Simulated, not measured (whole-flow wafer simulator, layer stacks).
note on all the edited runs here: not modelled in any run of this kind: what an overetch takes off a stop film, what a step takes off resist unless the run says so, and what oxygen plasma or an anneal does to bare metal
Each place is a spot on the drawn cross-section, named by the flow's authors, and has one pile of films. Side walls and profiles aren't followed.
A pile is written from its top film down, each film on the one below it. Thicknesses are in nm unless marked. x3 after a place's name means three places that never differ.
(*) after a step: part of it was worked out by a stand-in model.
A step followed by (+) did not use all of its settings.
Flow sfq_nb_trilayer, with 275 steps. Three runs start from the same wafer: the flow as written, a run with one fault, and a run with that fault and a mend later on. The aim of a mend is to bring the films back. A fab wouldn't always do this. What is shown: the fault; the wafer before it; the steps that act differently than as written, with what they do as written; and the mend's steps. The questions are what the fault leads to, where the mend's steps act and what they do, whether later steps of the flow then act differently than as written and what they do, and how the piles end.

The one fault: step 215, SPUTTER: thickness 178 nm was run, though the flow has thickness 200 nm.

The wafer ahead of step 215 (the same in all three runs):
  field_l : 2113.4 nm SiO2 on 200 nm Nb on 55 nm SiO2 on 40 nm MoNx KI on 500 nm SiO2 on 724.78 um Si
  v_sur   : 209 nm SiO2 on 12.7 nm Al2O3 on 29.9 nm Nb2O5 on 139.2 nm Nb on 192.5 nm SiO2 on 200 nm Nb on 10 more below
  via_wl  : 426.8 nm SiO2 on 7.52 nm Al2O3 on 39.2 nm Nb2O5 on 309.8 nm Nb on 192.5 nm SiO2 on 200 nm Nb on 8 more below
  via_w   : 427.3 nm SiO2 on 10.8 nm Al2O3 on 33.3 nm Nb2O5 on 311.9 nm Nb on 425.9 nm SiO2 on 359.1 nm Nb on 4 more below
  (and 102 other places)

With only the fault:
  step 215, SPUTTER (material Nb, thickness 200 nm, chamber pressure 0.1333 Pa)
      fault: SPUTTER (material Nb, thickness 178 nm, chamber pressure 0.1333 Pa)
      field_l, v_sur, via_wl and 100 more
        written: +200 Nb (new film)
        fault: +178 Nb (new film)
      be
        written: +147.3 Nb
        fault: +131.3 Nb
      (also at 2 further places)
  Steps further on in the flow that do not act as written (6 more steps, not shown, differ only slightly: by at most 2% or 0.5 nm, whichever is larger):
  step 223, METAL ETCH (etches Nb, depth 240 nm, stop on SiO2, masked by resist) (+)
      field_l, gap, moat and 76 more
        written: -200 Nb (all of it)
        fault: -178 Nb (all of it)
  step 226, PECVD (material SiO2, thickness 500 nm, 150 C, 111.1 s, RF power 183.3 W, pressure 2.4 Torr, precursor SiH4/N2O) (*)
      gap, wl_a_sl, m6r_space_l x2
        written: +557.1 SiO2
        fault: +535.1 SiO2
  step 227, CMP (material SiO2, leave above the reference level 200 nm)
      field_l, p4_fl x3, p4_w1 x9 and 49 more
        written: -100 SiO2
        fault: -122 SiO2
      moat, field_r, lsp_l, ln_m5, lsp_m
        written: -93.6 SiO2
        fault: -116.3 SiO2
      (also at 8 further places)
  At v_sur, via_wl, via_w and 62 more, the piles at the end differ from the flow's by more than 2% or 0.5 nm, whichever is larger.
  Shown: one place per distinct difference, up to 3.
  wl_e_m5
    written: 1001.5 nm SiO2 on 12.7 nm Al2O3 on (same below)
    fault: 979.5 nm SiO2 on 12.7 nm Al2O3 on (same below)
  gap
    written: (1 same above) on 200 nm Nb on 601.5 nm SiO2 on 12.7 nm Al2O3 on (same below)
    fault: (1 same above) on 200 nm Nb on 579.5 nm SiO2 on 12.7 nm Al2O3 on (same below)
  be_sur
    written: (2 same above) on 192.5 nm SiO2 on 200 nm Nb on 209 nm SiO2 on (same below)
    fault: (2 same above) on 192.5 nm SiO2 on 178 nm Nb on 209 nm SiO2 on (same below)

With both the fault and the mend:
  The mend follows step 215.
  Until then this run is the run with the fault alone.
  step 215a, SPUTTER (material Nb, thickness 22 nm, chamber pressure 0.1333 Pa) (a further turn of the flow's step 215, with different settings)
      field_l, v_sur, via_wl and 98 more
        +22 Nb
      ce_l, ce_r
        +21.2 Nb
      be
        +13.8 Nb
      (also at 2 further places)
  None of the later steps of the flow differs from how it acts as written, at any place that is followed, by more than 2% or 0.5 nm, whichever is larger.
  The piles end only slightly different from the flow's at the places that both follow, by no more than 2% or 0.5 nm, whichever is larger.
